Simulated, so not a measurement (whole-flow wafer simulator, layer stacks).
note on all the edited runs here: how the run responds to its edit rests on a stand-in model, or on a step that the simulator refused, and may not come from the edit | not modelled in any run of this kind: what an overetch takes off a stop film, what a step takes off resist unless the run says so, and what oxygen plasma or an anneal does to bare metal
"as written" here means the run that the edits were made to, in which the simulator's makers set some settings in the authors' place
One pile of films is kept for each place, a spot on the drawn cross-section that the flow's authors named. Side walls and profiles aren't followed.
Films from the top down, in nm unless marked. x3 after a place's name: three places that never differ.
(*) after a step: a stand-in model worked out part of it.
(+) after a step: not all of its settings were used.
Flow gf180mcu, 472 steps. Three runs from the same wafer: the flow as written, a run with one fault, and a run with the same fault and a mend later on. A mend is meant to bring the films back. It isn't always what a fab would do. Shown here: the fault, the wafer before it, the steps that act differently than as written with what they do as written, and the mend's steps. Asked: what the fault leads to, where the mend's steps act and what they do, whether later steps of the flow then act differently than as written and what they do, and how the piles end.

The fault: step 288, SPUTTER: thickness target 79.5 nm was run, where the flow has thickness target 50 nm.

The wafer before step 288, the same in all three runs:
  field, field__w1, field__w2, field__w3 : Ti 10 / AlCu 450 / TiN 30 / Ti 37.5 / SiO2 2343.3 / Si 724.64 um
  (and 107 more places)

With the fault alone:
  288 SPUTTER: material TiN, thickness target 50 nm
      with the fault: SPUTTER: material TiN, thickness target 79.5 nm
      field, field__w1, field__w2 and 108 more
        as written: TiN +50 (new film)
        with the fault: TiN +79.5 (new film)
  Later steps of the flow that act differently than as written (3 more steps differ only slightly, by at most 2% or 0.5 nm, whichever is larger, and aren't shown):
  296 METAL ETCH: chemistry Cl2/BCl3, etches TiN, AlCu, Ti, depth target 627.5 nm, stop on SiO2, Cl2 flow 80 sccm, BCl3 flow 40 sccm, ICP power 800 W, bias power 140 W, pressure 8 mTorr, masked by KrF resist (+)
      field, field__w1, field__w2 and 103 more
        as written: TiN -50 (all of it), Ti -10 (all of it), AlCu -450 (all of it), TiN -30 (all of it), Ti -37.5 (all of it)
        with the fault: TiN -79.5 (all of it), Ti -10 (all of it), AlCu -450 (all of it), TiN -30 (all of it), Ti -37.5 (all of it)
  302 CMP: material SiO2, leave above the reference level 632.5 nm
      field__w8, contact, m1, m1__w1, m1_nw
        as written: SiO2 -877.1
        with the fault: SiO2 -906.6
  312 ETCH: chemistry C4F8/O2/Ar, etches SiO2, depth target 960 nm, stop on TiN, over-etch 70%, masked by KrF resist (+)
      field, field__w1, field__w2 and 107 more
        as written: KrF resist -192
        with the fault: KrF resist -184.6
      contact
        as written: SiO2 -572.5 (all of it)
        with the fault: SiO2 -543 (all of it)
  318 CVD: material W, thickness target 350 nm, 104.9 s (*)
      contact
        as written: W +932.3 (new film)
        with the fault: W +902.5 (new film)
  At the end the piles differ from the flow's by more than 2% or 0.5 nm, whichever is larger, at field__w8, contact, m1, m1__w1, m1_nw.
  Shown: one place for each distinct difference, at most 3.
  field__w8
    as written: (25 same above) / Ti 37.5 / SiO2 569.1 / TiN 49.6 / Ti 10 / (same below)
    with the fault: (25 same above) / Ti 37.5 / SiO2 539.6 / TiN 79.1 / Ti 10 / (same below)
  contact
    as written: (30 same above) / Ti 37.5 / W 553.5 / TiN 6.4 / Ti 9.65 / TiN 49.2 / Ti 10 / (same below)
    with the fault: (30 same above) / Ti 37.5 / W 523.7 / TiN 6.51 / Ti 9.82 / TiN 78.7 / Ti 10 / (same below)

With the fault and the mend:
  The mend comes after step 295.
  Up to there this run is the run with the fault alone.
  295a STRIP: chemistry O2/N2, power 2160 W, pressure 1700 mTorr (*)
      field__w8, contact, m1, m1__w1, m1_nw
        KrF resist -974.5 (all of it)
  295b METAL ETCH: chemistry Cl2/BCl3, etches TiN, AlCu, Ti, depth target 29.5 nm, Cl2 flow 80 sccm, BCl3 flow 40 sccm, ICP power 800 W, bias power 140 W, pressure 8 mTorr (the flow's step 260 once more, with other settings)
      field, field__w1, field__w2 and 108 more
        TiN -29.5
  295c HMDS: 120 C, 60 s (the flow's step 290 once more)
      changes no film at any place that is followed
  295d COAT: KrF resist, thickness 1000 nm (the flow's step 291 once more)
      field, field__w1, field__w2 and 108 more
        KrF resist +1000 (new film)
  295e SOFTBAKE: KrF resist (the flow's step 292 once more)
      changes no film at any place that is followed
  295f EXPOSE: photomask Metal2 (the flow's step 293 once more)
      changes no film at any place that is followed
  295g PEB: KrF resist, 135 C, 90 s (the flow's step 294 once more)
      field, field__w1, field__w2 and 108 more
        KrF resist -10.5
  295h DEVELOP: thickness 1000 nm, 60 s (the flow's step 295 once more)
      field, field__w1, field__w2 and 103 more
        KrF resist -989.5 (all of it)
      field__w8, contact, m1, m1__w1, m1_nw
        KrF resist -14.9
  No later step of the flow acts differently than as written at any place that is followed.
  At the end the piles are the same as the flow's at every place that both follow.
